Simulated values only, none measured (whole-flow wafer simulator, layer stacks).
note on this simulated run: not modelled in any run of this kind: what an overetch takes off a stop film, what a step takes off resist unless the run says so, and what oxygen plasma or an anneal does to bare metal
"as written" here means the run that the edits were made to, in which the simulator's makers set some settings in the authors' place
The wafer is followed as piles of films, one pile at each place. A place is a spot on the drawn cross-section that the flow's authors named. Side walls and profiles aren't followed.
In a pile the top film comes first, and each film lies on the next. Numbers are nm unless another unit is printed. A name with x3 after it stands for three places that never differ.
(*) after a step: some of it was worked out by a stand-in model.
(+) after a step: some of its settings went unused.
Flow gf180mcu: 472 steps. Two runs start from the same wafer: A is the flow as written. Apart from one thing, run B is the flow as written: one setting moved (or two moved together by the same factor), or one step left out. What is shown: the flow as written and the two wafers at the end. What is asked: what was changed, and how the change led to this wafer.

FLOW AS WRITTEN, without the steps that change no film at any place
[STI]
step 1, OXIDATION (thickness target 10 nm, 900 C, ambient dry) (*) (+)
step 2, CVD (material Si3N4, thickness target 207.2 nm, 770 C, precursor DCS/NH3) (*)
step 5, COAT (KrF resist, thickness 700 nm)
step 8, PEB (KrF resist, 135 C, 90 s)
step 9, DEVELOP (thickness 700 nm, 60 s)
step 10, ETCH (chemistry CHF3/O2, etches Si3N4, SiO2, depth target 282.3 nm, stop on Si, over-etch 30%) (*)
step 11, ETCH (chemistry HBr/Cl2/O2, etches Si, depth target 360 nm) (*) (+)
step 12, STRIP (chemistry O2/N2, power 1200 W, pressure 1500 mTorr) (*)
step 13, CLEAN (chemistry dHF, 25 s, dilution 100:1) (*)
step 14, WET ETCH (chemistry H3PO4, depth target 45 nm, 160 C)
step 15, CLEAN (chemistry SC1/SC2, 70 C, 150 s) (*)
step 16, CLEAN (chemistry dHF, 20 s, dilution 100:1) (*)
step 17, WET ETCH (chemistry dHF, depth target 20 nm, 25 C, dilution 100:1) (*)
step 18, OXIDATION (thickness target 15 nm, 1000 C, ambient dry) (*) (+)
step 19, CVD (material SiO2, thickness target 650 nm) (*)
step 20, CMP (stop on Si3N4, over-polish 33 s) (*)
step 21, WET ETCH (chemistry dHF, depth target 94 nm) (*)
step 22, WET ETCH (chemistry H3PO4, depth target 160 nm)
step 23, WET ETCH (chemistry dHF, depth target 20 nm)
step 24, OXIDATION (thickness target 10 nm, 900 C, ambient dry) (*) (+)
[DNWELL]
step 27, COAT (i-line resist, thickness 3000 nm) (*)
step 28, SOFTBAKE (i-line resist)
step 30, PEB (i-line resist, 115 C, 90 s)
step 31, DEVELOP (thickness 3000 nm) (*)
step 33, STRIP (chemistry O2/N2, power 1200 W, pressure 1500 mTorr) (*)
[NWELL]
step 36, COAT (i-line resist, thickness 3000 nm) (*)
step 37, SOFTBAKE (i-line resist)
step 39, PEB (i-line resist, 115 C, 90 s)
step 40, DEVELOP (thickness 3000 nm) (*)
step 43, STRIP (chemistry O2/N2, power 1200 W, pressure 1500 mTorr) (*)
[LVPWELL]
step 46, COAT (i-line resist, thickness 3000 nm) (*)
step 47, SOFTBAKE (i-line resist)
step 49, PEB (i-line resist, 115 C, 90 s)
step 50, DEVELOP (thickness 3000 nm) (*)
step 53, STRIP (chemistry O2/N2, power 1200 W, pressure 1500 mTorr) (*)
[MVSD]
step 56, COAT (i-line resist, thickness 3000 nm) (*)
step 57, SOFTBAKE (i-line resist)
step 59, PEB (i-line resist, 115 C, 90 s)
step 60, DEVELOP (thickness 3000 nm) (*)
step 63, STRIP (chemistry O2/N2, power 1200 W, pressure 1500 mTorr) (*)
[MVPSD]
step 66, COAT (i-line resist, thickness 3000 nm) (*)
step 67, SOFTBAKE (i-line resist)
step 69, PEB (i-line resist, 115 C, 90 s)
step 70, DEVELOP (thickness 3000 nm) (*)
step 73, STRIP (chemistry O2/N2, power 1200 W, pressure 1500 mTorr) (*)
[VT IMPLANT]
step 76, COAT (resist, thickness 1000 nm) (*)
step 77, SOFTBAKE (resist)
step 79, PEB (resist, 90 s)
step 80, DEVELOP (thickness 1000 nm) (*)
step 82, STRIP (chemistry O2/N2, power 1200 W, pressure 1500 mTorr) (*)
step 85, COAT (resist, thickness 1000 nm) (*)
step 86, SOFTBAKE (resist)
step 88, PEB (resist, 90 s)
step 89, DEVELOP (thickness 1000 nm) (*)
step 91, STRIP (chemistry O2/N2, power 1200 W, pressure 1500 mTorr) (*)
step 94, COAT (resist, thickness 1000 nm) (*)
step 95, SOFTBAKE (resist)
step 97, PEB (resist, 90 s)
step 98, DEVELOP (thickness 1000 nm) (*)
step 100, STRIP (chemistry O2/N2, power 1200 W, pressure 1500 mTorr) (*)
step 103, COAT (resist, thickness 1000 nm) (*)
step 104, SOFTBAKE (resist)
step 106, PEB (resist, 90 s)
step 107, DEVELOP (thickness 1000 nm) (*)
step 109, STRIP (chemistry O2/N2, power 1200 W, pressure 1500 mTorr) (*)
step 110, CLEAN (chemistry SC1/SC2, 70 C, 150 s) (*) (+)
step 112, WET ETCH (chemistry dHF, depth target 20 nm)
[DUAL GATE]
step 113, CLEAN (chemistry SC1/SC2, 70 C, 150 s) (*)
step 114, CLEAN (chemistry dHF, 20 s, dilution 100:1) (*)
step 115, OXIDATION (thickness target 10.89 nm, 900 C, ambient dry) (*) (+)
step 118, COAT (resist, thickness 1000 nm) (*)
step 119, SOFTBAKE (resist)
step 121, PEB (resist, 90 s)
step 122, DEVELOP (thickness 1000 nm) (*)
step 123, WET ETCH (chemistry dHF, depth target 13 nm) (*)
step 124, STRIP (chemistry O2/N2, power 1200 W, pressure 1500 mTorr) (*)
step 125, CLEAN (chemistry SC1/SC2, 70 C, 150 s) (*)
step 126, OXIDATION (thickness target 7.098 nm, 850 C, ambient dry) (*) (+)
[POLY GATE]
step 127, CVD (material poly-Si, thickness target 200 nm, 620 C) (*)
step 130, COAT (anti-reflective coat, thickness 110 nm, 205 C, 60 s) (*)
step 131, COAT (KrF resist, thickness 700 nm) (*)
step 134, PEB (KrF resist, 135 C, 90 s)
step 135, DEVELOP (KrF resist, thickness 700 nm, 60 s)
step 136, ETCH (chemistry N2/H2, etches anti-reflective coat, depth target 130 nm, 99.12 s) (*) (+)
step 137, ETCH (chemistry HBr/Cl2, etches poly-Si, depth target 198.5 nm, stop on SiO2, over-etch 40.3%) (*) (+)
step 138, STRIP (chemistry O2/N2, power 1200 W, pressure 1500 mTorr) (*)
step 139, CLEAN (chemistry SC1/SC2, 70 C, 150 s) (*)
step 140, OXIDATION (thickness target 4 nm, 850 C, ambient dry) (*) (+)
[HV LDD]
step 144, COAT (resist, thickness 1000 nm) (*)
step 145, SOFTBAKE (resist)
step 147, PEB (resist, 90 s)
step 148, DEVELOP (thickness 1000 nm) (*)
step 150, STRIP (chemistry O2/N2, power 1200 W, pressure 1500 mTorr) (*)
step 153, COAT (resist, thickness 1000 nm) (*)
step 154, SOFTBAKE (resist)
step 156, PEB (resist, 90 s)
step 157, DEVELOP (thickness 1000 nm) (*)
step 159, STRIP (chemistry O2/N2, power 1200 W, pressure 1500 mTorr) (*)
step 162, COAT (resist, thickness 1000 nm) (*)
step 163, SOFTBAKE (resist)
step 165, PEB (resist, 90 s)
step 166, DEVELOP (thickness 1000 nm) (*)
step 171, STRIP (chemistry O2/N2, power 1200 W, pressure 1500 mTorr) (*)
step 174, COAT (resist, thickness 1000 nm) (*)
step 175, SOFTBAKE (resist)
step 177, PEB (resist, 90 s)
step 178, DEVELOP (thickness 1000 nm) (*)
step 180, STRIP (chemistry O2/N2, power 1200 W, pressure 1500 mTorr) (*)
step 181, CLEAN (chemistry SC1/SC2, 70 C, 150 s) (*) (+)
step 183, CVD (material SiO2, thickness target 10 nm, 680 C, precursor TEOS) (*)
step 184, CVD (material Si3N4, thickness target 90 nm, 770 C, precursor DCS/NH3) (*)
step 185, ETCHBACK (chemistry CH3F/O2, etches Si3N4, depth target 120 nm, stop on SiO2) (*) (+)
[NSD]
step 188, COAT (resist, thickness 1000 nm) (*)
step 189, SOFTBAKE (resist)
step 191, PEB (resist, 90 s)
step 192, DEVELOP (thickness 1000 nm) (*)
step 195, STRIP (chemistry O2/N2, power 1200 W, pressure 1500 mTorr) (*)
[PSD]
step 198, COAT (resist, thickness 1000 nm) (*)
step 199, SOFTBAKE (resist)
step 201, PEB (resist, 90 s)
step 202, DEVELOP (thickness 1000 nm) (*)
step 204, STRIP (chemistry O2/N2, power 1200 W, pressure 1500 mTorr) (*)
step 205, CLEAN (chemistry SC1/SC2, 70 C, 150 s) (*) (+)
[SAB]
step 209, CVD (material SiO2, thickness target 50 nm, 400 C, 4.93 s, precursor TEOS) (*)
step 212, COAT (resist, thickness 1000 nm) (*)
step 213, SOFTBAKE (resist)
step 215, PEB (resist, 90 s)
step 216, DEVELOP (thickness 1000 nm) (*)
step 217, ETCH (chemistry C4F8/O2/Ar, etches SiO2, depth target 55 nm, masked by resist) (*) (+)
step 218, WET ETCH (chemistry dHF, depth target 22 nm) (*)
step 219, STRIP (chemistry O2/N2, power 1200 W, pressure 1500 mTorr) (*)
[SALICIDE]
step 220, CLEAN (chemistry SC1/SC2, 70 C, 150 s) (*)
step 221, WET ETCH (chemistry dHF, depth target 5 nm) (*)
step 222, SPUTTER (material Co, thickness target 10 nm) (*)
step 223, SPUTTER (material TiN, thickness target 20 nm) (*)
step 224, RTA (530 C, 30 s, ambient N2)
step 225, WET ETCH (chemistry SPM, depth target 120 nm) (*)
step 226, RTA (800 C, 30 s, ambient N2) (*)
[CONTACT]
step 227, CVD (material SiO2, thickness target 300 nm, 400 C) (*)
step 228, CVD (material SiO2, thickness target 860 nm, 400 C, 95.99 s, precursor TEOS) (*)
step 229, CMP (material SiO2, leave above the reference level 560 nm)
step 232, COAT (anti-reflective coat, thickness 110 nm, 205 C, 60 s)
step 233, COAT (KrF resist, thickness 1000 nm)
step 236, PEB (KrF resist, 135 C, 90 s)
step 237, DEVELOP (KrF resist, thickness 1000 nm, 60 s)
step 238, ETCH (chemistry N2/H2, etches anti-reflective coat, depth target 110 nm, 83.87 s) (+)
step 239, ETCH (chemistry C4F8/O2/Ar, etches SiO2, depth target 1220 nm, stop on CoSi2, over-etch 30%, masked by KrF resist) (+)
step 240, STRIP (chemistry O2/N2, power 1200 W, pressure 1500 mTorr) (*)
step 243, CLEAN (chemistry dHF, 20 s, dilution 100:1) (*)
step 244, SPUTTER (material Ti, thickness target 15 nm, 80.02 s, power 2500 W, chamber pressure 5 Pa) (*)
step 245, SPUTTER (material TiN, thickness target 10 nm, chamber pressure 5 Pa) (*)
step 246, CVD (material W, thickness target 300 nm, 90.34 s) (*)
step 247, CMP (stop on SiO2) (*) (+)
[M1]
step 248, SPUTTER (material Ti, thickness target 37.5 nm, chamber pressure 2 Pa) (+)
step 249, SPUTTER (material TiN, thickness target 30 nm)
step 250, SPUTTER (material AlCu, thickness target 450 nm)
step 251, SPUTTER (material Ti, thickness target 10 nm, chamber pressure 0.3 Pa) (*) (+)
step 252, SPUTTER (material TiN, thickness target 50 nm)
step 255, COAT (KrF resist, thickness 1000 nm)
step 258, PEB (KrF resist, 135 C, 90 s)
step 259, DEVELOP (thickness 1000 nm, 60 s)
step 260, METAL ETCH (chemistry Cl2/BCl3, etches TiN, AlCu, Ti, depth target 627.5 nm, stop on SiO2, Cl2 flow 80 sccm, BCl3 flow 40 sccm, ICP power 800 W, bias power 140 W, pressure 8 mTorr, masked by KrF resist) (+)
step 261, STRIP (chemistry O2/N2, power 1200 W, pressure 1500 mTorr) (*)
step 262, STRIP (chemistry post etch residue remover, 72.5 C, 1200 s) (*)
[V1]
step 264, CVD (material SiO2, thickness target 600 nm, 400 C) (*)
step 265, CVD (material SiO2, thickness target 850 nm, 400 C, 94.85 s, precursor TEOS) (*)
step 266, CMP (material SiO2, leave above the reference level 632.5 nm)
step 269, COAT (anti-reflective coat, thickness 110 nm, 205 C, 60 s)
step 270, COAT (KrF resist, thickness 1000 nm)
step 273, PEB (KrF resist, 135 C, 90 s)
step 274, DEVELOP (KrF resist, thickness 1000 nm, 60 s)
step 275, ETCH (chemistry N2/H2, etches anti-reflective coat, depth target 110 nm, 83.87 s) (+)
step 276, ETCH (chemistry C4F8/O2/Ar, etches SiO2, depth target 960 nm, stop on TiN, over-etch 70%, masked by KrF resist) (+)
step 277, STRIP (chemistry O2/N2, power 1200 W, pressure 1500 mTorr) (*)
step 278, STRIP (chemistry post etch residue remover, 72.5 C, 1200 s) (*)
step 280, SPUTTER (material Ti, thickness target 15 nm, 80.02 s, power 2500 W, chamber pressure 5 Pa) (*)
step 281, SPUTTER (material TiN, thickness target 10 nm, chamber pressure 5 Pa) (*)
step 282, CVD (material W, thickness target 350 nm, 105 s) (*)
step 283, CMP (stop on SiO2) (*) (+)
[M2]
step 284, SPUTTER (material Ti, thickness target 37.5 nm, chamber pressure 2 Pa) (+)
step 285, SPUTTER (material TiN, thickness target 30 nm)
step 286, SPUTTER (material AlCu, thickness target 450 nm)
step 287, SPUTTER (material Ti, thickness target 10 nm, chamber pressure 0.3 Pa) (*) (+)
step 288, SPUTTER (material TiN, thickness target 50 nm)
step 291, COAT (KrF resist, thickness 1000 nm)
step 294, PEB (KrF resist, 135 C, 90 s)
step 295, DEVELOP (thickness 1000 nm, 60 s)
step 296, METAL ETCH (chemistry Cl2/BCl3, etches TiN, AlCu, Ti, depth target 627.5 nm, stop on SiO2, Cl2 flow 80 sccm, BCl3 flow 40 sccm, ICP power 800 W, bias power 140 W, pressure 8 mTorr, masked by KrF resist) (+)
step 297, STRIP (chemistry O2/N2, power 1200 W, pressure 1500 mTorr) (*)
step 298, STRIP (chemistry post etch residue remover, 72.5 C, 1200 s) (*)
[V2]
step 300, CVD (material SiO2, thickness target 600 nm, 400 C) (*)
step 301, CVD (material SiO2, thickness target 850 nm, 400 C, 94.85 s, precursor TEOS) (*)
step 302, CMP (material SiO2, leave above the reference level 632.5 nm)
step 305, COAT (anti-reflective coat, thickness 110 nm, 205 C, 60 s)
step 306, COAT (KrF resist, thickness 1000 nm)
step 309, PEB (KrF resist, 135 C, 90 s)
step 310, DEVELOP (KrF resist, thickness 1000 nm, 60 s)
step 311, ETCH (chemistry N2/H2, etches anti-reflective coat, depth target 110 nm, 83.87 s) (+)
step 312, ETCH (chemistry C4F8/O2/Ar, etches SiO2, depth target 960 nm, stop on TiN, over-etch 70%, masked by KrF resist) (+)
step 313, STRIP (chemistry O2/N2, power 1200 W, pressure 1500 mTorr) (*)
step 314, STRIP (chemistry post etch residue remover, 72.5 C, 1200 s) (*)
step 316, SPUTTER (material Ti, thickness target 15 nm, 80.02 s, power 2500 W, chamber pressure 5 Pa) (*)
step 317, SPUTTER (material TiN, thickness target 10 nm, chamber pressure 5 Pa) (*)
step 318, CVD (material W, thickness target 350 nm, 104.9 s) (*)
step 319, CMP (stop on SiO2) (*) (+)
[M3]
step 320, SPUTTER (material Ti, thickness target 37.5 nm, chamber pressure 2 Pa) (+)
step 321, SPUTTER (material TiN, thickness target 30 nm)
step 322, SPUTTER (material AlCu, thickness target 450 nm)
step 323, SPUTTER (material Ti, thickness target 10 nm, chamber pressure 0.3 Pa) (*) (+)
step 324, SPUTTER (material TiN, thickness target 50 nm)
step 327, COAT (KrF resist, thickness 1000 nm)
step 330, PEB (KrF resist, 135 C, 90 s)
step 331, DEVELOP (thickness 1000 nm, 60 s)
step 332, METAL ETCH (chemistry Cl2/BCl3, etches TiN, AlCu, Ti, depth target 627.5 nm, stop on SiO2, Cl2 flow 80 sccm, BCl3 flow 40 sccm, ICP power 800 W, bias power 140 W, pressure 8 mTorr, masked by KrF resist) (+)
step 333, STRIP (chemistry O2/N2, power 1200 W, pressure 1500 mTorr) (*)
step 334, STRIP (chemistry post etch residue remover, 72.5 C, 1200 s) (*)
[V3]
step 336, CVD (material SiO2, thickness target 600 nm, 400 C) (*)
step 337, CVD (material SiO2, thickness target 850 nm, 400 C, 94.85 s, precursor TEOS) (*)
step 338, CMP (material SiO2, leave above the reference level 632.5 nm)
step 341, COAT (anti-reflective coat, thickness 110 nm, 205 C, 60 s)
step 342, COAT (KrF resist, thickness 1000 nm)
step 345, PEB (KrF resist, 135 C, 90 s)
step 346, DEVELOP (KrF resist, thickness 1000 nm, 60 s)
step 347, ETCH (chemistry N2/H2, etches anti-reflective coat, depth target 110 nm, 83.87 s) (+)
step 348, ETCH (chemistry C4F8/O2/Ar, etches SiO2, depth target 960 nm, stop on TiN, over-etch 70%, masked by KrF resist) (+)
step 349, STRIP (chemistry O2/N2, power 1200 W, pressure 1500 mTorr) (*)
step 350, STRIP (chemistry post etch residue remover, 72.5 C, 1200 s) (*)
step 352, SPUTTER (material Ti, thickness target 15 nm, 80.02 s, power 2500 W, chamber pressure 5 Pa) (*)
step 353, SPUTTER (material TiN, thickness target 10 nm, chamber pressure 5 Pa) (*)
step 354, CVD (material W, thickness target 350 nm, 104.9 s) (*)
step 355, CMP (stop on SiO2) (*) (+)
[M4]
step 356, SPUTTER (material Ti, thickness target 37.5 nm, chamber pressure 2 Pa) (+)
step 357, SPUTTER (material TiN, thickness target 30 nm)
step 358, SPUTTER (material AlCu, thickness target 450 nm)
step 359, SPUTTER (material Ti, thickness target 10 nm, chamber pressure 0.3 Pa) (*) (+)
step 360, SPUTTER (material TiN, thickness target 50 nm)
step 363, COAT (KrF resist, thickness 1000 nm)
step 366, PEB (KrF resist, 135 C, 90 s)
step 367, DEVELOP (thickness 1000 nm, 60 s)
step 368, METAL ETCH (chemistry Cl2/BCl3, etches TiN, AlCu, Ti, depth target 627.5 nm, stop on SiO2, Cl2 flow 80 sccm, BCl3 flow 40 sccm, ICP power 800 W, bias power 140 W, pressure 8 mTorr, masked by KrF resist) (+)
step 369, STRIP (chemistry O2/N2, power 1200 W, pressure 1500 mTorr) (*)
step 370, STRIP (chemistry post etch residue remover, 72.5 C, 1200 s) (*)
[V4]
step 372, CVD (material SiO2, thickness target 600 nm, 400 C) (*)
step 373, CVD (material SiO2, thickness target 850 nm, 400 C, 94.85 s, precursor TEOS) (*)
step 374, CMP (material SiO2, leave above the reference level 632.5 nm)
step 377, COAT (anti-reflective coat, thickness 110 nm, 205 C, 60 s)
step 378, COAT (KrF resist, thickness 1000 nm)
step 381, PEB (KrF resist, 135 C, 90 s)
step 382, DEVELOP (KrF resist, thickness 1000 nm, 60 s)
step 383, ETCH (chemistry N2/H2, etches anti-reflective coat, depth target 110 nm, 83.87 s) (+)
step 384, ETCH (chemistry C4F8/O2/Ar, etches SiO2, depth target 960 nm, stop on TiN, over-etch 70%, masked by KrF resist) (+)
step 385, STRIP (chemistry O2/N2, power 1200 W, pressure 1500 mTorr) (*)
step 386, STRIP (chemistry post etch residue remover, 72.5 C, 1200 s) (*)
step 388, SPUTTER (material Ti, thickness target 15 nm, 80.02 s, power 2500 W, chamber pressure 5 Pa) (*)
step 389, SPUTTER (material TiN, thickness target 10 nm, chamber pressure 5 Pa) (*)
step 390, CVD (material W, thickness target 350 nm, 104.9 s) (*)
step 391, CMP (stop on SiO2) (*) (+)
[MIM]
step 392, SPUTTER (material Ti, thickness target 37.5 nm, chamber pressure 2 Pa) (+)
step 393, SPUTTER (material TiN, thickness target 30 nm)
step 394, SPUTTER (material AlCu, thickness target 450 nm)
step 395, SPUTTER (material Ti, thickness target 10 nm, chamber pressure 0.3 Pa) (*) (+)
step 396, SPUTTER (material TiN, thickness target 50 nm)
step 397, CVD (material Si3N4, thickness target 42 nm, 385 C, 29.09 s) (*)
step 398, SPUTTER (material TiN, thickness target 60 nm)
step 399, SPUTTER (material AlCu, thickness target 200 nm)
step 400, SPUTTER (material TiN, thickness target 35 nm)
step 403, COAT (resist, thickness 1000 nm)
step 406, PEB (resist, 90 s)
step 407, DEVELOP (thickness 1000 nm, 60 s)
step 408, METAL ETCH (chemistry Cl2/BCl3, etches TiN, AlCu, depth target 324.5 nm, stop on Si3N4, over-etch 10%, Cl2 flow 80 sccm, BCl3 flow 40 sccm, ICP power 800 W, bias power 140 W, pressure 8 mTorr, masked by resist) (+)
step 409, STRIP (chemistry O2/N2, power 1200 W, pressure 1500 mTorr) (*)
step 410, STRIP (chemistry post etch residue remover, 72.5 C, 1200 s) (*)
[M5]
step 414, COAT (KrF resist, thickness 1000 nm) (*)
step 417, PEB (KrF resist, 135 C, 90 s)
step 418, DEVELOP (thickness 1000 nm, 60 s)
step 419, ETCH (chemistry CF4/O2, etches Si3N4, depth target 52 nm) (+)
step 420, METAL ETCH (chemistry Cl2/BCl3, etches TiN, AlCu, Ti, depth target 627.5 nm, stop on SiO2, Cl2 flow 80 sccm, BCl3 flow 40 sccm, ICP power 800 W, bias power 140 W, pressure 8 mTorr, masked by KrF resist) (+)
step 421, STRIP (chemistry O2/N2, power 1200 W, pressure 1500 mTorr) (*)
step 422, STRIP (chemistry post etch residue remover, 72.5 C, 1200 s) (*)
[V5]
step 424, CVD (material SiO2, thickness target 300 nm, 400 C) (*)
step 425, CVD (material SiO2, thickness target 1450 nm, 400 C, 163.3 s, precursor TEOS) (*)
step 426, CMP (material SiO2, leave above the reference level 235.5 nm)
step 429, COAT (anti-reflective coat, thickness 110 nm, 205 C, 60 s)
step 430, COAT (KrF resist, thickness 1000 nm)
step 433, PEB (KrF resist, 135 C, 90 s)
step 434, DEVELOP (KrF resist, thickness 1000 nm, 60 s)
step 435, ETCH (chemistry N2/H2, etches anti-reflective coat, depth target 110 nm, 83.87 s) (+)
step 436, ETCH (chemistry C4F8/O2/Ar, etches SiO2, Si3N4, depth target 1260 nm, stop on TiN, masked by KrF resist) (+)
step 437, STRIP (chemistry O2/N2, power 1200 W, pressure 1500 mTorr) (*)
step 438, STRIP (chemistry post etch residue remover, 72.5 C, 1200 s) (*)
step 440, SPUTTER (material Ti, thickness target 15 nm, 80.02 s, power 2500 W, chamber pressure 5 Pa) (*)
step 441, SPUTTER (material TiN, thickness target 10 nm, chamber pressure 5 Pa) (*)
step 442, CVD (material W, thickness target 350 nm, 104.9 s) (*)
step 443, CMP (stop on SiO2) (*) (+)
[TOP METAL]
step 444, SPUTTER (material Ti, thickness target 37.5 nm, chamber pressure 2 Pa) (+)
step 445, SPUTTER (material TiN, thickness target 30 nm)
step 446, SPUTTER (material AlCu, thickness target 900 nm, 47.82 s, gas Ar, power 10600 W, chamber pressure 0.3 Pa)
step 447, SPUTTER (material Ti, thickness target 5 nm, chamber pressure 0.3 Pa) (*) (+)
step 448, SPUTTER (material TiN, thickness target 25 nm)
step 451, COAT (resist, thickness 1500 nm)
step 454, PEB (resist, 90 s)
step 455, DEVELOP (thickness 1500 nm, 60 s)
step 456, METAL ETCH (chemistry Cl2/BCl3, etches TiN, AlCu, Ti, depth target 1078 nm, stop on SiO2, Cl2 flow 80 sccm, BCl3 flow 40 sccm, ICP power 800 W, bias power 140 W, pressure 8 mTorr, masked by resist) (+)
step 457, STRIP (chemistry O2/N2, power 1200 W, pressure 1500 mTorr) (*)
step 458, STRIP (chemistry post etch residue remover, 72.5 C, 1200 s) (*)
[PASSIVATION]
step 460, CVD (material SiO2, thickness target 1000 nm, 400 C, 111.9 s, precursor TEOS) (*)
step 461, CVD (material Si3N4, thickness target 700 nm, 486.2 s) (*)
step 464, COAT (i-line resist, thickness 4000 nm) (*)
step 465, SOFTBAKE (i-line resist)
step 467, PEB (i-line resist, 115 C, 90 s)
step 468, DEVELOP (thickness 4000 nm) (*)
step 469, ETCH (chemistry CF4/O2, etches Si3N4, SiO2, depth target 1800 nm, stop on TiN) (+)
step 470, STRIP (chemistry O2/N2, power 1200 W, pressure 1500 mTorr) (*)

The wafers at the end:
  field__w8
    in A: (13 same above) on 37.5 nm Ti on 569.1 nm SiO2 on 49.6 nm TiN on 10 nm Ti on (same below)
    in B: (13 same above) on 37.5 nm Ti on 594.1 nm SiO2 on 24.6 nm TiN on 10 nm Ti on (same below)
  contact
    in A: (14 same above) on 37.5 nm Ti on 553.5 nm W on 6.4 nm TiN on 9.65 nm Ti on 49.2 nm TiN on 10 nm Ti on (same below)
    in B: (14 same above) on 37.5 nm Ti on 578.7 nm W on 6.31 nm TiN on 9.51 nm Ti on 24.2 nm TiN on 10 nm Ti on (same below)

What caused this: step 360, SPUTTER: thickness target 25 nm was run, whereas the flow has thickness target 50 nm.

The path from the change to this, step by step:
  step 360, SPUTTER (material TiN, thickness target 50 nm)
      field, field__w1, field__w2 and 108 more: A TiN gains 50 (new film) | B TiN gains 25 (new film)
  step 368, METAL ETCH (chemistry Cl2/BCl3, etches TiN, AlCu, Ti, depth target 627.5 nm, stop on SiO2, Cl2 flow 80 sccm, BCl3 flow 40 sccm, ICP power 800 W, bias power 140 W, pressure 8 mTorr, masked by KrF resist) (+)
      field, field__w1, field__w2 and 103 more: A TiN loses 50 (all of it), Ti loses 10 (all of it), AlCu loses 450 (all of it), TiN loses 30 (all of it), Ti loses 37.5 (all of it) | B TiN loses 25 (all of it), Ti loses 10 (all of it), AlCu loses 450 (all of it), TiN loses 30 (all of it), Ti loses 37.5 (all of it)
  step 374, CMP (material SiO2, leave above the reference level 632.5 nm)
      field__w8, contact, m1, m1__w1, m1_nw: A SiO2 loses 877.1 | B SiO2 loses 852.1
  step 384, ETCH (chemistry C4F8/O2/Ar, etches SiO2, depth target 960 nm, stop on TiN, over-etch 70%, masked by KrF resist) (+)
      contact: A SiO2 loses 572.1 (all of it) | B SiO2 loses 597.1 (all of it)
  step 390, CVD (material W, thickness target 350 nm, 104.9 s) (*)
      contact: A W gains 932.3 (new film) | B W gains 957.5 (new film)
